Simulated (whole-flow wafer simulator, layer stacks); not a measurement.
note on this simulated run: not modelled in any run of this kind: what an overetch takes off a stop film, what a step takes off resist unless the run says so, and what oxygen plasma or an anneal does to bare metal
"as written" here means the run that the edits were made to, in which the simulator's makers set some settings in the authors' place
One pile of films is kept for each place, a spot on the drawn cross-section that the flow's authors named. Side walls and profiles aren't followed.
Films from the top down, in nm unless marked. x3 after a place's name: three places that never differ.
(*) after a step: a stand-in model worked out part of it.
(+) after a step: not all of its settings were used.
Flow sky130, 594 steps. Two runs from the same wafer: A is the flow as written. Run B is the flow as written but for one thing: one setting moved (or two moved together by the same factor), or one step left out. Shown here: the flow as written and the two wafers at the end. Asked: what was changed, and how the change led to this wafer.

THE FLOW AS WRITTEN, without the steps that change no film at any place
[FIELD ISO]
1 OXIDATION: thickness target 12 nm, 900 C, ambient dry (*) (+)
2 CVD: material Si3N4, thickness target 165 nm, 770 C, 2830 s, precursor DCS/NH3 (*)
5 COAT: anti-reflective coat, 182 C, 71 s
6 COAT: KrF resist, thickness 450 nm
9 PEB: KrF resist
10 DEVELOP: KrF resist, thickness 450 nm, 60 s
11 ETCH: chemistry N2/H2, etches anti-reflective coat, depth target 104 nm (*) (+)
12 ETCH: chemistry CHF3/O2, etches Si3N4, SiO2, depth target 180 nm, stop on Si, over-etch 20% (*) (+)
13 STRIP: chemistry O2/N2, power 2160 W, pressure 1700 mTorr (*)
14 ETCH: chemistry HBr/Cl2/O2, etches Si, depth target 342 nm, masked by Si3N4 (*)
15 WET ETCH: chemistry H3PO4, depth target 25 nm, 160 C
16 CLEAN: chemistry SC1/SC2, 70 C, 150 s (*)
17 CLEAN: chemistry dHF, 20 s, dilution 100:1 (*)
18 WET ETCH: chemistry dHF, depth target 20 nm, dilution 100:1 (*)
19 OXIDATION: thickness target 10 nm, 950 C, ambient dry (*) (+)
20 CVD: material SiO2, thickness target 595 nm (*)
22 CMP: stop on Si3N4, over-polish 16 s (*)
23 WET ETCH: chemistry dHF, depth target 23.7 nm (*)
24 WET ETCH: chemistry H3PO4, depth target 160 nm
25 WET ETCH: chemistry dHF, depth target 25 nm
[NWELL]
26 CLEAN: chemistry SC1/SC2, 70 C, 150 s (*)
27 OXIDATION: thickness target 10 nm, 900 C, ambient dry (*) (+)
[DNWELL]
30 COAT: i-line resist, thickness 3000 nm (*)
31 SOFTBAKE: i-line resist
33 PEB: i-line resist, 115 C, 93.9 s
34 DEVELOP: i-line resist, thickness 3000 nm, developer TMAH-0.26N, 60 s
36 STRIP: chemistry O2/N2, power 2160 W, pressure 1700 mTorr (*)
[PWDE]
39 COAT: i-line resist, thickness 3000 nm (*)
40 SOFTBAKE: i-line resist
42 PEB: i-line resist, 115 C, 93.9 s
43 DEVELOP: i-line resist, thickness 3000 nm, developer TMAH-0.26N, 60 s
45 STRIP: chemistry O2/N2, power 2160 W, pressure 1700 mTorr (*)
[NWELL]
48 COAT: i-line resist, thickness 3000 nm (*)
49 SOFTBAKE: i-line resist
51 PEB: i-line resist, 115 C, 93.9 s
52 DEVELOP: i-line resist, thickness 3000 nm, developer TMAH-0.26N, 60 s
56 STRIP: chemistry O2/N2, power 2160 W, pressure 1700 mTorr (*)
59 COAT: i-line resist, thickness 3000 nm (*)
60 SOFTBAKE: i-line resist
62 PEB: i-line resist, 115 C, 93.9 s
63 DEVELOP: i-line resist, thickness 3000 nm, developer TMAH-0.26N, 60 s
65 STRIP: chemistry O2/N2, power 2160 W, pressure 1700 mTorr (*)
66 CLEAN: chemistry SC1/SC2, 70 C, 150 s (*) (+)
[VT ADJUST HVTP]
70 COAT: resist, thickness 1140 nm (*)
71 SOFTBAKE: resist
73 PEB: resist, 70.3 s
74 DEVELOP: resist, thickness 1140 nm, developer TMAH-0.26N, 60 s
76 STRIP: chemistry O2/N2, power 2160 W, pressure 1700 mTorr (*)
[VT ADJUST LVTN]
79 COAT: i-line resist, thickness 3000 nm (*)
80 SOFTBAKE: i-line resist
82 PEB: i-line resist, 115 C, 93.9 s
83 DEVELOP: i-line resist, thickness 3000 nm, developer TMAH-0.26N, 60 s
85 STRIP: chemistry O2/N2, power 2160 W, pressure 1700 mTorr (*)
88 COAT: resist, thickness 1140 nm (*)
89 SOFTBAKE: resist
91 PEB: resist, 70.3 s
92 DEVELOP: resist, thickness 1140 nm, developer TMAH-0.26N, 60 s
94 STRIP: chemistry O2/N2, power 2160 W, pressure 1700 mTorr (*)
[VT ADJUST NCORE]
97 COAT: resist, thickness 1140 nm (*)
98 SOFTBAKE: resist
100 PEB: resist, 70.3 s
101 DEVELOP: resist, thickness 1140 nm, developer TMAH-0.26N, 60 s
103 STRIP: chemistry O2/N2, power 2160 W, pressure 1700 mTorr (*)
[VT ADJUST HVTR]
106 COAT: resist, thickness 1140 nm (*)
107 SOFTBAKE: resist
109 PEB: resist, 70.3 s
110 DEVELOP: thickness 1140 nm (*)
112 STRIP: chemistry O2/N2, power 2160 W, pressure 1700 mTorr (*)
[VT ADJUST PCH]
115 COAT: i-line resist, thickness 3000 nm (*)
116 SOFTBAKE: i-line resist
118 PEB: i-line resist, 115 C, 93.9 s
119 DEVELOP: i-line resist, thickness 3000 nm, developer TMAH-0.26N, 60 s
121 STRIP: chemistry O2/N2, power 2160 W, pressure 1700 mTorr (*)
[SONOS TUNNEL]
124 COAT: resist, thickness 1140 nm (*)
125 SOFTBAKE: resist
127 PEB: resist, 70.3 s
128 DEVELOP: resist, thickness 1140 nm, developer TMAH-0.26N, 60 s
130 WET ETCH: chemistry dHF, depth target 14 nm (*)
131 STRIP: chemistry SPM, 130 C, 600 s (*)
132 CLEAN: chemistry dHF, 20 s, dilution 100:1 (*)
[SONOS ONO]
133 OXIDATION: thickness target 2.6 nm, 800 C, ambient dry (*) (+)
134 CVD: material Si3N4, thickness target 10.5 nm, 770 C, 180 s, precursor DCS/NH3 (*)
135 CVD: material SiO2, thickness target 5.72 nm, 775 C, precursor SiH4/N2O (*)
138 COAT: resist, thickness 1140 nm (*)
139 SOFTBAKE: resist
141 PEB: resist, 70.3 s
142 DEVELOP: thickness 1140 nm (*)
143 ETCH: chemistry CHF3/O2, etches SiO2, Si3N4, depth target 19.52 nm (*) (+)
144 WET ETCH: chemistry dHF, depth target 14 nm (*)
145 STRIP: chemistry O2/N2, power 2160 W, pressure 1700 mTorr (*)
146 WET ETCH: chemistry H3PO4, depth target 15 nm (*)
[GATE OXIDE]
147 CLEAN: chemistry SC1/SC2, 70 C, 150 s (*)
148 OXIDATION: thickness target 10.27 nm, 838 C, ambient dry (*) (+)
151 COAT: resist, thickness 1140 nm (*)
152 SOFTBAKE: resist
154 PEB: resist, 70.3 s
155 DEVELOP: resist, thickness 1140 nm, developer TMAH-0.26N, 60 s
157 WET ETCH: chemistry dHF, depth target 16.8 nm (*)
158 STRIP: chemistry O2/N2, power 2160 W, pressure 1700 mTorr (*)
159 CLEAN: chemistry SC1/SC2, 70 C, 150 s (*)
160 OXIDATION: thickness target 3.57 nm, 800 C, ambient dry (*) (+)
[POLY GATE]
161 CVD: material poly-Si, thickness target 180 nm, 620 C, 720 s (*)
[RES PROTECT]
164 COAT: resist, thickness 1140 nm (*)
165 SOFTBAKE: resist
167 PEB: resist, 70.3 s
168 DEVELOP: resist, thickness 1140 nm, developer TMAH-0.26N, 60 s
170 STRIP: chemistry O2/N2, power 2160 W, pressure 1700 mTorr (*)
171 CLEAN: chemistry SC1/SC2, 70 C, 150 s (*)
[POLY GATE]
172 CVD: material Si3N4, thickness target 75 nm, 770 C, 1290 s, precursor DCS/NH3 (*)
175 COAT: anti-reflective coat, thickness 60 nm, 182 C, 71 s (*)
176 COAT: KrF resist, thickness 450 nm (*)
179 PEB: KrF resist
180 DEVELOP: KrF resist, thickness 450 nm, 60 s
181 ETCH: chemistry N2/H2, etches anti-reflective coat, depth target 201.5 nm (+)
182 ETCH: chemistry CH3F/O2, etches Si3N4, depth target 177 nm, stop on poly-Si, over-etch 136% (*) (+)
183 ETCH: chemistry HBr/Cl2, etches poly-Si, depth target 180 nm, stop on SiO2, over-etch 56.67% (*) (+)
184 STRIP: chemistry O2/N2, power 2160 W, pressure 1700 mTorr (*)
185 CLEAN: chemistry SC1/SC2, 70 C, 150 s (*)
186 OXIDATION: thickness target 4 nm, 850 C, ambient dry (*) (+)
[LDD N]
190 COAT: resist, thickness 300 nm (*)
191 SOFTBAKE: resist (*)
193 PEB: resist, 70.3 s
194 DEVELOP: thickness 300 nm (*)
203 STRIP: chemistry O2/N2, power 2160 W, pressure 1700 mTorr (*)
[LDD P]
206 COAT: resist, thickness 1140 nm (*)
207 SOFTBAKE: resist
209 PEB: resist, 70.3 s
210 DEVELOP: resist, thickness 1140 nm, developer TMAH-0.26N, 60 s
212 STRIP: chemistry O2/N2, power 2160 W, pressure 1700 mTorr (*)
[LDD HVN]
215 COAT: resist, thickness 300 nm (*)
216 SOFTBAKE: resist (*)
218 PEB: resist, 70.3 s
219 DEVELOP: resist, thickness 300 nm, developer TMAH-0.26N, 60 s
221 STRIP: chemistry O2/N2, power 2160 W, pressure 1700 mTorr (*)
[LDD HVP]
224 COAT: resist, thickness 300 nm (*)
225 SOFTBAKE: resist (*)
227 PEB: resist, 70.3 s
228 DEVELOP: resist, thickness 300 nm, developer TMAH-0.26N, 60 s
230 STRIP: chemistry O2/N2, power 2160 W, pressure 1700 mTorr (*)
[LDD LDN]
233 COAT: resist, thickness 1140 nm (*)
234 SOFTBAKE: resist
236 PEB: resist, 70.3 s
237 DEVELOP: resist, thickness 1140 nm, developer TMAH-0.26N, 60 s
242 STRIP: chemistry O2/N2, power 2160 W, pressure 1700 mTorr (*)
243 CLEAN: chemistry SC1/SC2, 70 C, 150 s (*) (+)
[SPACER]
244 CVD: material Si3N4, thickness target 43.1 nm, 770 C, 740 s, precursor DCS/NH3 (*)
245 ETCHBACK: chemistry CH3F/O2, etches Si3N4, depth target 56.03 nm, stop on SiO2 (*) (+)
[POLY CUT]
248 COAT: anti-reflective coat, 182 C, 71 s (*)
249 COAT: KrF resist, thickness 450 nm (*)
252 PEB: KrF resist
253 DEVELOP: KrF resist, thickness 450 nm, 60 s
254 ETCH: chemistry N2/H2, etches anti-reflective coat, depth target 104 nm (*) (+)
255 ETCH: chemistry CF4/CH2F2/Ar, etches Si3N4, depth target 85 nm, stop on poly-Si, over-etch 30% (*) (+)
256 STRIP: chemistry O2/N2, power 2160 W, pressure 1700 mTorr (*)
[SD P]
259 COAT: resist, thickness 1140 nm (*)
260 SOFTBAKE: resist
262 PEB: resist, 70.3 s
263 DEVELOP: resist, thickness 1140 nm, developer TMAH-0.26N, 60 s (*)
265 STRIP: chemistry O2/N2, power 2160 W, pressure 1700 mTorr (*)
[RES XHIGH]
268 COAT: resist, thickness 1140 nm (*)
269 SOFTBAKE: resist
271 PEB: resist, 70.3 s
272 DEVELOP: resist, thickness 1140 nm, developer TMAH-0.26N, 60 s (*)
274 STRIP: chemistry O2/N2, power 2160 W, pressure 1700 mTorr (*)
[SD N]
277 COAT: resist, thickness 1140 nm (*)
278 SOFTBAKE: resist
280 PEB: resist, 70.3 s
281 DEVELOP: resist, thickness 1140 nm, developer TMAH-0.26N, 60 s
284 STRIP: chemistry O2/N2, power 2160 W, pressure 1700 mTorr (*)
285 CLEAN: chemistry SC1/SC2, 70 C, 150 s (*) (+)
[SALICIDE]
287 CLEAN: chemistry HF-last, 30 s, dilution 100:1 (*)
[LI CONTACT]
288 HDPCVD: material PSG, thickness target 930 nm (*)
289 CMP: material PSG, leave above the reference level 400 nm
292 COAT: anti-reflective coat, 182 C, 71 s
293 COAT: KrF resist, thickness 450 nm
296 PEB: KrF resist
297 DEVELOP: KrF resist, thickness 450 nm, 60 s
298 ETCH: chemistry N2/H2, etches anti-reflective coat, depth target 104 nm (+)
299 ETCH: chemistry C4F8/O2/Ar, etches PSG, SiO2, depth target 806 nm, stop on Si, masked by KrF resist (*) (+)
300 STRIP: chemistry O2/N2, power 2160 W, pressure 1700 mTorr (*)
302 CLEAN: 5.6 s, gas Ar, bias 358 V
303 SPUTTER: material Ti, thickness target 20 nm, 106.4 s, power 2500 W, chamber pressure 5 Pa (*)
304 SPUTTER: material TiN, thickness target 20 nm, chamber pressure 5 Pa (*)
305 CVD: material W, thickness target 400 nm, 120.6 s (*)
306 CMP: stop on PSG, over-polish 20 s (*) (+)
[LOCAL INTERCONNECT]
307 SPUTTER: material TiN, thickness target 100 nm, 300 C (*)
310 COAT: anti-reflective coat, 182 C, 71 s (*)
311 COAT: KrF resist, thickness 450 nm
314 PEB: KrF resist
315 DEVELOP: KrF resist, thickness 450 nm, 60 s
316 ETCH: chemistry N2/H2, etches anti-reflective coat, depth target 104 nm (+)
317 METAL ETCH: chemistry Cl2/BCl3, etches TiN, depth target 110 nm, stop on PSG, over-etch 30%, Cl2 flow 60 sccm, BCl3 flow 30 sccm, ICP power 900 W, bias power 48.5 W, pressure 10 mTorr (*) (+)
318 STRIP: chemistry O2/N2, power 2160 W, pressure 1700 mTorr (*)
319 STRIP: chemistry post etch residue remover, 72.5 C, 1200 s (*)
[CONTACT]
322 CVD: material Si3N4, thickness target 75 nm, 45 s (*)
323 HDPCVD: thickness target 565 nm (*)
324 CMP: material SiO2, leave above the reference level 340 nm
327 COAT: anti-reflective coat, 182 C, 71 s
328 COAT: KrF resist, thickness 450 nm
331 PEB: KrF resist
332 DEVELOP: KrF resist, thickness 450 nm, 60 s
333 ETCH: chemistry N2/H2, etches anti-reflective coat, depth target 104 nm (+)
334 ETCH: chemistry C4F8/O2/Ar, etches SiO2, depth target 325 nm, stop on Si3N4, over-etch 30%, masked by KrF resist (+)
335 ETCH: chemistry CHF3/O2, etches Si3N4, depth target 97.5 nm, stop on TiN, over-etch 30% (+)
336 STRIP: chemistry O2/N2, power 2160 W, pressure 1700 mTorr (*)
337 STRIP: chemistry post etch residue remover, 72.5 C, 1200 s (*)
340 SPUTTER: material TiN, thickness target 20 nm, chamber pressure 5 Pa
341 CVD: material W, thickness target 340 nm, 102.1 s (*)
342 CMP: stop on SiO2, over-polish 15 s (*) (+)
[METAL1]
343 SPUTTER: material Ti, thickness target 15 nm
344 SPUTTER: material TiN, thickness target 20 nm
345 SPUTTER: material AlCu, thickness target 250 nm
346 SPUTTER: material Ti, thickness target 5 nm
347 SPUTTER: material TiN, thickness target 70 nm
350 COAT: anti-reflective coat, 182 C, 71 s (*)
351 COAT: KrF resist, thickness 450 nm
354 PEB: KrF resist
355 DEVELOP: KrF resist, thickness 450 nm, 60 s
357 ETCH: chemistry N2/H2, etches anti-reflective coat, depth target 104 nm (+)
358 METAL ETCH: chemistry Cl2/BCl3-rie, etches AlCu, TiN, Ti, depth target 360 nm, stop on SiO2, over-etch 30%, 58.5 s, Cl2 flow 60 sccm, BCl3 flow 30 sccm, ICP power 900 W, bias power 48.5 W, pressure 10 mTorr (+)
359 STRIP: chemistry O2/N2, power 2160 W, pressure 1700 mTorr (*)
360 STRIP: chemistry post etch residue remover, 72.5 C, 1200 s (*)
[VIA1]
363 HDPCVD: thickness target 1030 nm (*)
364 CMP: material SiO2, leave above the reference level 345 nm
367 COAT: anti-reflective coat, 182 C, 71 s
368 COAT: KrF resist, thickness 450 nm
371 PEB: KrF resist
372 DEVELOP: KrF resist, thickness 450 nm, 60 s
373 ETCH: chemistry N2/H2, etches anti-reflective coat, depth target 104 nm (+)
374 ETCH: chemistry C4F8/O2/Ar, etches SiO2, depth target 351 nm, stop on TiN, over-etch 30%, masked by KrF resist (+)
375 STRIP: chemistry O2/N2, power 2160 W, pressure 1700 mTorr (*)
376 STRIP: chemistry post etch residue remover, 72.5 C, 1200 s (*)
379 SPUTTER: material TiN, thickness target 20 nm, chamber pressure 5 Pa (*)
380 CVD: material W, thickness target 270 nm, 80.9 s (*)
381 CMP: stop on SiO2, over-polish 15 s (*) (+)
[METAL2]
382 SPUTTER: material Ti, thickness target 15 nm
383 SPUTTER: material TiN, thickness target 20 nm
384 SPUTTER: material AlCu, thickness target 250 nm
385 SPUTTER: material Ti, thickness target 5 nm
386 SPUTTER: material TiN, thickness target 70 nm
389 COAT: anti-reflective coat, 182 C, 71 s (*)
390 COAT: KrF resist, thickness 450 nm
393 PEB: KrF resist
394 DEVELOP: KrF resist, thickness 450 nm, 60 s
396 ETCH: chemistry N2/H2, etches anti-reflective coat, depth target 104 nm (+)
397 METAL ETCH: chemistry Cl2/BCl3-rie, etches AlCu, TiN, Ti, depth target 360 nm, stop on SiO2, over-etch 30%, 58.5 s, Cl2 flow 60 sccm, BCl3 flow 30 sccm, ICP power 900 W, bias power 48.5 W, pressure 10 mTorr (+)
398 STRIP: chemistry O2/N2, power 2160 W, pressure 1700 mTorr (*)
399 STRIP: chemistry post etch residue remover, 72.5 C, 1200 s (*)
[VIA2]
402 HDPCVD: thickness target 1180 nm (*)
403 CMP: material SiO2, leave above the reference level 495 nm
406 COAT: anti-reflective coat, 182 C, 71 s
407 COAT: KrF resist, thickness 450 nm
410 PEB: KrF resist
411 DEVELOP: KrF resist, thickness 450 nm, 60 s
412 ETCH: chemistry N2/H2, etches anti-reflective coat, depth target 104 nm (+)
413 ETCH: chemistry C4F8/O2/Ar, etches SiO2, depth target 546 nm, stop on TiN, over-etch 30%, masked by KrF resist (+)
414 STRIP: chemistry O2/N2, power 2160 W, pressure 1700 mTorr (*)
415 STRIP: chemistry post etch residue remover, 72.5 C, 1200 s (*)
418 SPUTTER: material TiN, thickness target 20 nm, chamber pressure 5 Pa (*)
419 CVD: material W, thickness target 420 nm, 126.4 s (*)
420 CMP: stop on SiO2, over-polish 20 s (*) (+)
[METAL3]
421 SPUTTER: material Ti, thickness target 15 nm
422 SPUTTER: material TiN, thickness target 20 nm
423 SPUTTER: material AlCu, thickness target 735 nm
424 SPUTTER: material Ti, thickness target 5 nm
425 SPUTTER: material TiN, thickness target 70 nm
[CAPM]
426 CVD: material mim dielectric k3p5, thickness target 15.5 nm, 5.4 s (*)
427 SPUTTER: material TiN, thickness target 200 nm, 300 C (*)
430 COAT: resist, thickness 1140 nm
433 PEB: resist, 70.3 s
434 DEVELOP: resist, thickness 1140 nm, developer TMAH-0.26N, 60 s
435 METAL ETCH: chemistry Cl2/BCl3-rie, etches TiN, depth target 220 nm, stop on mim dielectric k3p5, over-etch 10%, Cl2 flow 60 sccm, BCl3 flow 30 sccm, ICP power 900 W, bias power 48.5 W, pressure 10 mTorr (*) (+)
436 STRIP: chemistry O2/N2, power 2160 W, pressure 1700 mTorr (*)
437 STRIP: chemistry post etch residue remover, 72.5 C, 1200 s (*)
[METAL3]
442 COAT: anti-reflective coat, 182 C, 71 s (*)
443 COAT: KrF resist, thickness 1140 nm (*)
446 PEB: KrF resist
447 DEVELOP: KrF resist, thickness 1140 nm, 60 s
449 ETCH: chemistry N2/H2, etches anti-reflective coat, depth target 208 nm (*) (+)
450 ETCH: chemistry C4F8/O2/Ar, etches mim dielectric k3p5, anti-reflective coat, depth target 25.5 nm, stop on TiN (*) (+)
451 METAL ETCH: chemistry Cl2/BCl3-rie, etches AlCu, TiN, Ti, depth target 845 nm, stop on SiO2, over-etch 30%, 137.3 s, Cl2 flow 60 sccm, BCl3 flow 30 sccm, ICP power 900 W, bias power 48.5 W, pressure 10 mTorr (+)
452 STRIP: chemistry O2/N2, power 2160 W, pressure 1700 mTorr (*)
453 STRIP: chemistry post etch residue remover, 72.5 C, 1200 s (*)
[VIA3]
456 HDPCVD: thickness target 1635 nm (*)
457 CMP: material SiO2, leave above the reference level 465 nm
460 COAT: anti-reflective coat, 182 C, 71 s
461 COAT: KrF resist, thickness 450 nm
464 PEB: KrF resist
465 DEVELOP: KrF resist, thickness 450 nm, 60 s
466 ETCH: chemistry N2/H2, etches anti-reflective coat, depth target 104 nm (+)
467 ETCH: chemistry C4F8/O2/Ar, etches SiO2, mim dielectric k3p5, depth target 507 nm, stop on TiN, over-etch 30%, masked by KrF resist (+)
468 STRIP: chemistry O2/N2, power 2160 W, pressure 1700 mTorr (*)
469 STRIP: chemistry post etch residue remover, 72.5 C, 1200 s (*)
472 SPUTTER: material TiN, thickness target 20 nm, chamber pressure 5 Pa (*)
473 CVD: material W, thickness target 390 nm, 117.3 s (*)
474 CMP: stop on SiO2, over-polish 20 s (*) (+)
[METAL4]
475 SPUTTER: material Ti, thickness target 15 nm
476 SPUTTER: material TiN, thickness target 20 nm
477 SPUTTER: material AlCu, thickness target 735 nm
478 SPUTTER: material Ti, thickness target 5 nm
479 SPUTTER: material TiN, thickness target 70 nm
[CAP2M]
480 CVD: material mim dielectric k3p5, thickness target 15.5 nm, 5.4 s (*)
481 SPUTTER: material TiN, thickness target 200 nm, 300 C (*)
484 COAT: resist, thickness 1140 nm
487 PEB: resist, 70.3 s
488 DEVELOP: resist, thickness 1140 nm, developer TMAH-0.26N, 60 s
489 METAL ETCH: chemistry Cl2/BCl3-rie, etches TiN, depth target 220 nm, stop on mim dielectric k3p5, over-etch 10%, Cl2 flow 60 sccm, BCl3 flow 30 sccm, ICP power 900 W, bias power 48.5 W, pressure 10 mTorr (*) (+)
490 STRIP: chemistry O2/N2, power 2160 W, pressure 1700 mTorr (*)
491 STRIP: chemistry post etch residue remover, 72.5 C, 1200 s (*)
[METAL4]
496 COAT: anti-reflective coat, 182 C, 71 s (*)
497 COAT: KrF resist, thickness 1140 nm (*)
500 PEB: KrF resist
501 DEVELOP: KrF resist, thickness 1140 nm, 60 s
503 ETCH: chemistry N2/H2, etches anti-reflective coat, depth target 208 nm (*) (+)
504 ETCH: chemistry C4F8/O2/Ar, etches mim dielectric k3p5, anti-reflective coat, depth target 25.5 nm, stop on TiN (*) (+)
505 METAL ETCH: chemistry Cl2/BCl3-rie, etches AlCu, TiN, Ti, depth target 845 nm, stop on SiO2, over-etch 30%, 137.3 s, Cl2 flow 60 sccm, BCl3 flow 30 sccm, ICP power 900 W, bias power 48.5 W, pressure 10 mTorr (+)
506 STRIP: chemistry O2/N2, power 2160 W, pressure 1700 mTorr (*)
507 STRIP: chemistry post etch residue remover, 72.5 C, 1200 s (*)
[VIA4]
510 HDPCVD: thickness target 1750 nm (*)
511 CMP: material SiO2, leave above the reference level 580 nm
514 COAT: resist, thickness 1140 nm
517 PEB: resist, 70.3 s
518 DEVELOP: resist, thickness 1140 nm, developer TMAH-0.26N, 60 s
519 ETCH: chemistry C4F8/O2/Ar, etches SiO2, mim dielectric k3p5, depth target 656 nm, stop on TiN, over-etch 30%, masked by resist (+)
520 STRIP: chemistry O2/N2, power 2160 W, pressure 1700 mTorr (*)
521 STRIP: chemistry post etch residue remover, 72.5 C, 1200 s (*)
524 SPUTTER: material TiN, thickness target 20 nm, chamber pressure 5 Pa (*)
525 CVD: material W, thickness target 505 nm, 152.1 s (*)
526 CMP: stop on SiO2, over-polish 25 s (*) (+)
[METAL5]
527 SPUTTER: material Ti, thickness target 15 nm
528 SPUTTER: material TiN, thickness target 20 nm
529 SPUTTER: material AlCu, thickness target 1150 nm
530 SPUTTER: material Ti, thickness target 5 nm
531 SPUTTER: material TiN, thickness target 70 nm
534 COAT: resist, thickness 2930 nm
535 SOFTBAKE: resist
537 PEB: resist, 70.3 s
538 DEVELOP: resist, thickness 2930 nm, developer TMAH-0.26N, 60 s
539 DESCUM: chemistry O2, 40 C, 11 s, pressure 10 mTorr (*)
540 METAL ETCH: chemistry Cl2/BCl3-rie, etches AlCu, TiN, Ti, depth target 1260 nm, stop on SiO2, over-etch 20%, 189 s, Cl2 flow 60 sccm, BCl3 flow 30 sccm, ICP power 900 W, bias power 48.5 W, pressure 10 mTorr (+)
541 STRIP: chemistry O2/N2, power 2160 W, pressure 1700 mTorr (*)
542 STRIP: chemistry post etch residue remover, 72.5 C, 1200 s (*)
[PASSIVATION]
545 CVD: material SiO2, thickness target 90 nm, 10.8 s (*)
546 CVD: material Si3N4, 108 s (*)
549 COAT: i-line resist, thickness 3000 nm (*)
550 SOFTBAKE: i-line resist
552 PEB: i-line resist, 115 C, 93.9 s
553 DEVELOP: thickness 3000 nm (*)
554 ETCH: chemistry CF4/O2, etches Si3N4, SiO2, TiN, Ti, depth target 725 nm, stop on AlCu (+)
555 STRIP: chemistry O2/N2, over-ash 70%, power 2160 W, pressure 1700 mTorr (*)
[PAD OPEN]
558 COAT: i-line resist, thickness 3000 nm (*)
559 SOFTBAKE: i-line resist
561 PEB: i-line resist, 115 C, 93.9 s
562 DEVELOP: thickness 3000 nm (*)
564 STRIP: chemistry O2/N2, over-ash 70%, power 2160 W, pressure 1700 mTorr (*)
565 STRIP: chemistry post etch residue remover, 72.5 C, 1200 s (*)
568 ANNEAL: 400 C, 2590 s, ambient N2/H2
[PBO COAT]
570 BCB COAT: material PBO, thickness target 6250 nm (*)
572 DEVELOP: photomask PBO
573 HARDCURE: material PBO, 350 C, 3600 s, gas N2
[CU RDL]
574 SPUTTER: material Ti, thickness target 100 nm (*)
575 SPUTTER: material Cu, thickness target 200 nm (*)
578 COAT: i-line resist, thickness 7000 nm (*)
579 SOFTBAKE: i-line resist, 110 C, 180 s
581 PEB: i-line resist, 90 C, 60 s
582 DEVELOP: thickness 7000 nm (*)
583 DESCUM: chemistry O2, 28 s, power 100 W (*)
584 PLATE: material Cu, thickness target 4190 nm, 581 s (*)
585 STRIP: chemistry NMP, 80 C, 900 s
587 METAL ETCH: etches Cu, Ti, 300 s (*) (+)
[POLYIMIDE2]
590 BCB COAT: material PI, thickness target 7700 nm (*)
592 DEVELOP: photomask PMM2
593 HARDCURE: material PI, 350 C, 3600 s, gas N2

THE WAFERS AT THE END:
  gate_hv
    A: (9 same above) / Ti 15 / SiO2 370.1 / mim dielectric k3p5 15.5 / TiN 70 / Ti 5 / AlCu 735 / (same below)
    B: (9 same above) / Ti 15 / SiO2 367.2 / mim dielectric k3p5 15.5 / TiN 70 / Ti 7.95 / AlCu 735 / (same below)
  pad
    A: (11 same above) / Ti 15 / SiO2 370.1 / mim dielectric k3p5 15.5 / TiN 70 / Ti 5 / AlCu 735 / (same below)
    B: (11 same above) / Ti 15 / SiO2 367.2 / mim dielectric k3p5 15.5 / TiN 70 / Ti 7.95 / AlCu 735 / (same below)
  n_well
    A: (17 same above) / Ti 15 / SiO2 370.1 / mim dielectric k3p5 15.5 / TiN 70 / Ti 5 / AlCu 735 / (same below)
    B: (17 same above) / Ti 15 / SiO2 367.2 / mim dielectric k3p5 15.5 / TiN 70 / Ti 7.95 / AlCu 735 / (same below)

The cause: step 424, SPUTTER: thickness target 7.95 nm was run, where the flow has thickness target 5 nm.
It can be read off the wafer: gate_hv has Ti 7.95, and step 424 as written asks for 5 nm.

How the change led to this, step by step:
  424 SPUTTER: material Ti, thickness target 5 nm
      field, active, n_well and 188 more: A Ti +5 (new film) | B Ti +7.95 (new film)
  451 METAL ETCH: chemistry Cl2/BCl3-rie, etches AlCu, TiN, Ti, depth target 845 nm, stop on SiO2, over-etch 30%, 137.3 s, Cl2 flow 60 sccm, BCl3 flow 30 sccm, ICP power 900 W, bias power 48.5 W, pressure 10 mTorr (+)
      field, gate, spacer and 68 more: A TiN -70 (all of it), Ti -5 (all of it), AlCu -735 (all of it), TiN -20 (all of it), Ti -15 (all of it), SiO2 -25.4 | B TiN -70 (all of it), Ti -7.95 (all of it), AlCu -735 (all of it), TiN -20 (all of it), Ti -15 (all of it), SiO2 -25.1
      active, vpp_ln, vpp_iso2 and 11 more: A TiN -70 (all of it), Ti -5 (all of it), AlCu -735 (all of it), TiN -20 (all of it), Ti -15 (all of it), SiO2 -25.3 | B TiN -70 (all of it), Ti -7.95 (all of it), AlCu -735 (all of it), TiN -20 (all of it), Ti -15 (all of it), SiO2 -25.1
